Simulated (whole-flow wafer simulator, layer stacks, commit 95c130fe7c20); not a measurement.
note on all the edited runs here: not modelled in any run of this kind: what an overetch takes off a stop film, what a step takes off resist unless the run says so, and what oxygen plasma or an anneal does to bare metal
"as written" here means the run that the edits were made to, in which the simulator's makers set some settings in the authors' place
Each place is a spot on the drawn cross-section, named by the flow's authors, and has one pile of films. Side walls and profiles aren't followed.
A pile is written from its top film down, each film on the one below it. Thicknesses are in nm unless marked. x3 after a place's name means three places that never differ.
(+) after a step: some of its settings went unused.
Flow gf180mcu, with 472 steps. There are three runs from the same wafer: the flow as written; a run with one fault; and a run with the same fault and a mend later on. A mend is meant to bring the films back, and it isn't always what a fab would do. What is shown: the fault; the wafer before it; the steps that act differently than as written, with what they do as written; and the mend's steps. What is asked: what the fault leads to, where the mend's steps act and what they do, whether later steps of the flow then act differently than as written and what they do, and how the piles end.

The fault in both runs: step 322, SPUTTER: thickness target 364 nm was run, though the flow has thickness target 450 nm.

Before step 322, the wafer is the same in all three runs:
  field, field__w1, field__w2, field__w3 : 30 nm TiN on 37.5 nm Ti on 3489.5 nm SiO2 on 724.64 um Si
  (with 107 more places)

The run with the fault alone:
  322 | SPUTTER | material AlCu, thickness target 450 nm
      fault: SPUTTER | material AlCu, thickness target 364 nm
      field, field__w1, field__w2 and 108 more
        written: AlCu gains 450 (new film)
        fault: AlCu gains 364 (new film)
  Steps further on in the flow that do not act as written:
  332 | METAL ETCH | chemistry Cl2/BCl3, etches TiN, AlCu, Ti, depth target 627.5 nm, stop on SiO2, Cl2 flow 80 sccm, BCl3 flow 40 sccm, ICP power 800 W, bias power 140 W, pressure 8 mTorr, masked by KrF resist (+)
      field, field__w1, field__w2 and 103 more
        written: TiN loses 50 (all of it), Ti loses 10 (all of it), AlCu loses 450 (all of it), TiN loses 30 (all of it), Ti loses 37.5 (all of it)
        fault: TiN loses 50 (all of it), Ti loses 10 (all of it), AlCu loses 364 (all of it), TiN loses 30 (all of it), Ti loses 37.5 (all of it)
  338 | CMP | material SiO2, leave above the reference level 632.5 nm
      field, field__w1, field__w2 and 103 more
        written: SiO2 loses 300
        fault: SiO2 loses 386
  At field__w8, contact, m1, m1__w1, m1_nw, the piles at the end differ from the flow's by more than 2% or 0.5 nm, whichever is larger.
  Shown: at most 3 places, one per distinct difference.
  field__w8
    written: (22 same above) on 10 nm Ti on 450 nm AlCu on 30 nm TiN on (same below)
    fault: (22 same above) on 10 nm Ti on 364 nm AlCu on 30 nm TiN on (same below)
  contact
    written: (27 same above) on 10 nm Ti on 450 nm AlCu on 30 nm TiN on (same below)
    fault: (27 same above) on 10 nm Ti on 364 nm AlCu on 30 nm TiN on (same below)

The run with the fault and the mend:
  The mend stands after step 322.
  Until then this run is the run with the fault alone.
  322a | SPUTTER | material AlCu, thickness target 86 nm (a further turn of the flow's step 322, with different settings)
      field, field__w1, field__w2 and 108 more
        AlCu gains 86
  Later steps of the flow that are run all act as written at every place that is followed.
  At every place that both follow, the piles at the end match the flow's.
